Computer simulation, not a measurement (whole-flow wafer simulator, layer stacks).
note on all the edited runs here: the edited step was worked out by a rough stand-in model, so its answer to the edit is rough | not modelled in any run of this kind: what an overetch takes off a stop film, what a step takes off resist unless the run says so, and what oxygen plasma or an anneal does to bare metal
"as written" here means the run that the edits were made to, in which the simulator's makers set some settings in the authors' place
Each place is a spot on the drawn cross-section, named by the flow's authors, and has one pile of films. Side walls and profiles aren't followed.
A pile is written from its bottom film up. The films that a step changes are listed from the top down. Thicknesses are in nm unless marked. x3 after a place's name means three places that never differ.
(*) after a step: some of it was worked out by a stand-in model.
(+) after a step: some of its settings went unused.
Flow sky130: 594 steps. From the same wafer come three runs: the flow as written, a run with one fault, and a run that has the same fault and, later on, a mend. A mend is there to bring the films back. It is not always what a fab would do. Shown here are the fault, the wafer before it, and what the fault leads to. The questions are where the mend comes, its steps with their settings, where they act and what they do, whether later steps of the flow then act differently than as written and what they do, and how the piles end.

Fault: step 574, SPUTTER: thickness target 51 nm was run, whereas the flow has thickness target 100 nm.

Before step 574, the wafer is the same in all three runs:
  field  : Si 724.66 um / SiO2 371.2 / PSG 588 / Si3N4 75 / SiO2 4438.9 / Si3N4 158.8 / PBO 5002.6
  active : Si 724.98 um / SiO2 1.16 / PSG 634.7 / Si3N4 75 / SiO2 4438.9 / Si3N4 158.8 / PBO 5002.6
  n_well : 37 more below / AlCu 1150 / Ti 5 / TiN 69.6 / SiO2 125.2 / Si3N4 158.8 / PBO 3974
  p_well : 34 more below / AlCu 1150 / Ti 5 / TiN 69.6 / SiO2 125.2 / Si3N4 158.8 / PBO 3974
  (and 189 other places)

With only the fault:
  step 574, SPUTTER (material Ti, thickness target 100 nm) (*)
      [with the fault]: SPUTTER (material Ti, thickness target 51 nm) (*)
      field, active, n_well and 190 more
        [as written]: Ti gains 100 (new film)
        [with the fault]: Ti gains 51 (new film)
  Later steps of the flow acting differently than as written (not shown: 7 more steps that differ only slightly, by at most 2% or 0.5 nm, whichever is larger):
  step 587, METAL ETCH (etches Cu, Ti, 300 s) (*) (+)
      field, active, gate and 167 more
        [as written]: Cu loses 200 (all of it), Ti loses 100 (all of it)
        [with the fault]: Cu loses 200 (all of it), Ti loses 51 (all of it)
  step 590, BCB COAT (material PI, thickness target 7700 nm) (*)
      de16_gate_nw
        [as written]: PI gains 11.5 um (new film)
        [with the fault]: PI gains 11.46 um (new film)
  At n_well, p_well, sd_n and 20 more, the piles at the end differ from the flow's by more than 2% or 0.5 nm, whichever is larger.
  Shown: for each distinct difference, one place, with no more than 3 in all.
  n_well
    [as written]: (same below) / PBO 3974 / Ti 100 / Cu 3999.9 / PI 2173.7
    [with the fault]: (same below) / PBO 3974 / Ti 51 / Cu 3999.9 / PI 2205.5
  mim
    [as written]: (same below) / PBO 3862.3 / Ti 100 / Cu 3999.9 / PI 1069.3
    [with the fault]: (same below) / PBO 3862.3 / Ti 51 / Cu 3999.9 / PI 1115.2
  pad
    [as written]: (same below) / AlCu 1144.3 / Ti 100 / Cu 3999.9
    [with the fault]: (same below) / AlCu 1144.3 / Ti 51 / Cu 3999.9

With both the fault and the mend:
  The mend follows step 574.
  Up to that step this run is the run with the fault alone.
  step 574a, SPUTTER (material Ti, thickness target 49 nm) (*) (the flow's step 574 again, with other settings)
      field, active, n_well and 190 more
        Ti gains 49
  Every later step of the flow that is run acts as written at every place that is followed.
  By the end, the piles equal the flow's at every place that both follow.
